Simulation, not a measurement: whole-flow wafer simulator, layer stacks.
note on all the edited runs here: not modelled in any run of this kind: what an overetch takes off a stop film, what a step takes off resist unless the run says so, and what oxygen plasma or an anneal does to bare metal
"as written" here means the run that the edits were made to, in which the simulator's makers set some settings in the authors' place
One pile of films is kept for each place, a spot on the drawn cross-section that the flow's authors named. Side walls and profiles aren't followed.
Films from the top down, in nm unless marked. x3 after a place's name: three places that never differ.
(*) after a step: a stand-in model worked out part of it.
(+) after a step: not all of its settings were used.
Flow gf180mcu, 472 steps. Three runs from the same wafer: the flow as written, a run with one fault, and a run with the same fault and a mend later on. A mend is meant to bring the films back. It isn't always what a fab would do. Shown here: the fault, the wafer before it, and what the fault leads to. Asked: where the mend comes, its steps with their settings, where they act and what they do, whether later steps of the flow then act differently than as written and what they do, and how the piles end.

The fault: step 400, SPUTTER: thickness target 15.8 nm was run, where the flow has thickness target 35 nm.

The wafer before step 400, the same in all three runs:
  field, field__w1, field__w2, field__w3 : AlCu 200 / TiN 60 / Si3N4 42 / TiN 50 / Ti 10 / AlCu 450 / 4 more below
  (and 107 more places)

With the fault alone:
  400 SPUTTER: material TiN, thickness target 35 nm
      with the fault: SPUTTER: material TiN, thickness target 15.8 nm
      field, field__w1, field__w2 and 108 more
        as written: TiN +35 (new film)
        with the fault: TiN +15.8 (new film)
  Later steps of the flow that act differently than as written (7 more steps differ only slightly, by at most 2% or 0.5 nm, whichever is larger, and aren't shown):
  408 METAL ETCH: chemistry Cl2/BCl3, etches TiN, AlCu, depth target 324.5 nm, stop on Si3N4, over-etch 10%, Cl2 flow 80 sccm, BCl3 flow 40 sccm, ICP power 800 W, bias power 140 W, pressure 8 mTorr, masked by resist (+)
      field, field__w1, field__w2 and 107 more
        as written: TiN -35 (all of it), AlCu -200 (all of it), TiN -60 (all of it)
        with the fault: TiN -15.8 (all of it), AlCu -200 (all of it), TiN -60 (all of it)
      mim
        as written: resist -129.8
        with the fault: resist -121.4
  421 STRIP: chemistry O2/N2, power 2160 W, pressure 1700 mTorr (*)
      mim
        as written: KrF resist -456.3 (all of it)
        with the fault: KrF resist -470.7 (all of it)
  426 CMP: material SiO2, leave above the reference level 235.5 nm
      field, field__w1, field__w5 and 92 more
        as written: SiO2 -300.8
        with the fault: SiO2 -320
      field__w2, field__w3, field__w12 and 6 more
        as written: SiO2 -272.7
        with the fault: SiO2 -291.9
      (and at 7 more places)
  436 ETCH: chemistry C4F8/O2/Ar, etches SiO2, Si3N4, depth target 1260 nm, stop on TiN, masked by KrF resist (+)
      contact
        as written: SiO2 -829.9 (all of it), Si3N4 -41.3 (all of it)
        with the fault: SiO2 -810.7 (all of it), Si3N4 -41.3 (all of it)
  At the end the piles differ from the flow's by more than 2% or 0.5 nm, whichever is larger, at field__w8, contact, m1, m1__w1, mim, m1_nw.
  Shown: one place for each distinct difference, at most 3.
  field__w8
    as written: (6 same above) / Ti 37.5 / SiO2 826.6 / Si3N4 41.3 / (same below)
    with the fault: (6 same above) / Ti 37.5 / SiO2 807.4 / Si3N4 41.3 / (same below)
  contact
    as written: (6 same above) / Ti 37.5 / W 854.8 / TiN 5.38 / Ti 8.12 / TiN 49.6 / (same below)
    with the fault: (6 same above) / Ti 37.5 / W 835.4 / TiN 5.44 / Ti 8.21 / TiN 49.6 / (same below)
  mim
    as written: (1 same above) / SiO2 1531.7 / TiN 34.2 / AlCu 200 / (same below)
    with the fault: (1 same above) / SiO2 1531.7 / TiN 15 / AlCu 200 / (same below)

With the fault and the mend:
  The mend comes after step 407.
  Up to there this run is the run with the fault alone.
  407a STRIP: chemistry O2/N2, power 2160 W, pressure 1700 mTorr (*)
      mim
        resist -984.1 (all of it)
  407b SPUTTER: material TiN, thickness target 19.2 nm (the flow's step 400 once more, with other settings)
      field, field__w1, field__w2 and 108 more
        TiN +19.2
  407c HMDS: 120 C, 60 s (the flow's step 402 once more)
      changes no film at any place that is followed
  407d COAT: resist, thickness 1000 nm (the flow's step 403 once more)
      field, field__w1, field__w2 and 108 more
        resist +1000 (new film)
  407e SOFTBAKE: resist (the flow's step 404 once more)
      changes no film at any place that is followed
  407f EXPOSE: photomask FuseTop (the flow's step 405 once more)
      changes no film at any place that is followed
  407g PEB: resist, 70.3 s (the flow's step 406 once more)
      field, field__w1, field__w2 and 108 more
        resist -15.9
  407h DEVELOP: thickness 1000 nm, 60 s (the flow's step 407 once more)
      field, field__w1, field__w2 and 107 more
        resist -984.1 (all of it)
  No later step of the flow acts differently than as written at any place that is followed.
  At the end the piles are the same as the flow's at every place that both follow.
